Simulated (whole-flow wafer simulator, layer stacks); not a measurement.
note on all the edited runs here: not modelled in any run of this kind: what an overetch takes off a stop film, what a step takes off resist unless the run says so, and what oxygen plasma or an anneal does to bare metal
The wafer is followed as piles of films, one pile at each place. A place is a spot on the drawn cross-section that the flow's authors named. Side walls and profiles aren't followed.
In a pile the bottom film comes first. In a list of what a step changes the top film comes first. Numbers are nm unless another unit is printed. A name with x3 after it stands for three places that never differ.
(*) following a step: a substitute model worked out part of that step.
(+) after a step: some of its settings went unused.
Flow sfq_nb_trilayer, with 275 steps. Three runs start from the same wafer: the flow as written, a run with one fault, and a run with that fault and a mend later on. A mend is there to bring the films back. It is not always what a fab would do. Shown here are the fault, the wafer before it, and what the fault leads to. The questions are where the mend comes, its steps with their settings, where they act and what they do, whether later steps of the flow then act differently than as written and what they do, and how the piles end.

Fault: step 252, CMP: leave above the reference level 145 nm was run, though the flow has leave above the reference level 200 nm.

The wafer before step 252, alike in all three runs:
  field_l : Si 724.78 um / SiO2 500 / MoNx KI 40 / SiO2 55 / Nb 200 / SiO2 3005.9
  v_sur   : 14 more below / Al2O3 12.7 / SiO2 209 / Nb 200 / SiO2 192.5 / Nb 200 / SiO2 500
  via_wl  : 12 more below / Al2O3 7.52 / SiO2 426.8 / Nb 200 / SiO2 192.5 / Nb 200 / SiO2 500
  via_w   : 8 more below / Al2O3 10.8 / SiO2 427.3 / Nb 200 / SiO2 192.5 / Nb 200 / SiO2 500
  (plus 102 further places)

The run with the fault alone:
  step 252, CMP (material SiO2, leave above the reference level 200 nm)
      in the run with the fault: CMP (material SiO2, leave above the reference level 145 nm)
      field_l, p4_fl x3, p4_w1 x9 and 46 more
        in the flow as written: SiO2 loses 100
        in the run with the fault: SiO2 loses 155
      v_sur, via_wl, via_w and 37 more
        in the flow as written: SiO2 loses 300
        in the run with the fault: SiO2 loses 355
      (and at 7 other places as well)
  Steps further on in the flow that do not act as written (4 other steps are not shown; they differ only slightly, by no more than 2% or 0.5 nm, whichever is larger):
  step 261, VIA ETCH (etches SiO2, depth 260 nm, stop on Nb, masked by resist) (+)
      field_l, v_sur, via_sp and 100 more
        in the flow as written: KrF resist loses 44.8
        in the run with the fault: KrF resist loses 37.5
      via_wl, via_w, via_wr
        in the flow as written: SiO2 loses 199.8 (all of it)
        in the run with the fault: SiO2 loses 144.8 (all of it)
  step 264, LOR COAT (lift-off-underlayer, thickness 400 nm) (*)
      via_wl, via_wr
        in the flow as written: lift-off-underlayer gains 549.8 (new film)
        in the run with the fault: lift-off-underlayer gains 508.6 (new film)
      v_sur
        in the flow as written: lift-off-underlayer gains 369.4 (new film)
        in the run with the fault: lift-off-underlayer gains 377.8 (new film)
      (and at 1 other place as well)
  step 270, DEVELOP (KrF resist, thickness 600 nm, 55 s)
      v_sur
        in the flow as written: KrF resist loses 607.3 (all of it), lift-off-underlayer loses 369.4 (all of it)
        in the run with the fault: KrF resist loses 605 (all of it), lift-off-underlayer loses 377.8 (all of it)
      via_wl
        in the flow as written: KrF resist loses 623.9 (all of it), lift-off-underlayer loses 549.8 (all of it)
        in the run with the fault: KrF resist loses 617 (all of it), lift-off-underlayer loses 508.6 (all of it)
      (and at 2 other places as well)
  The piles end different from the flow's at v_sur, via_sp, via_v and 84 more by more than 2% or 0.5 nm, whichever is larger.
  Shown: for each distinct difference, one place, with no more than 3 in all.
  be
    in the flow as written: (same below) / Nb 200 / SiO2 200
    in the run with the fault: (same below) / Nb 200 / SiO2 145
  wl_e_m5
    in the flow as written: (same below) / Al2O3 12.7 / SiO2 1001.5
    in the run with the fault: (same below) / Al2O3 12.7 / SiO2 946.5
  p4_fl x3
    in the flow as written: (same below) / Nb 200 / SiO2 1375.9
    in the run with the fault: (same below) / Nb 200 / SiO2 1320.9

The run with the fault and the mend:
  The mend follows step 253.
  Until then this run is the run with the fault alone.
  step 253a, PECVD (material SiO2, thickness 55 nm, 150 C, 12.22 s, RF power 183.3 W, pressure 2.4 Torr, precursor SiH4/N2O) (a further turn of the flow's step 251, with different settings)
      field_l, v_sur, via_wl and 103 more
        SiO2 gains 55
  Later steps of the flow that are run all act as written at every place that is followed.
  By the end, the piles equal the flow's at every place that both follow.
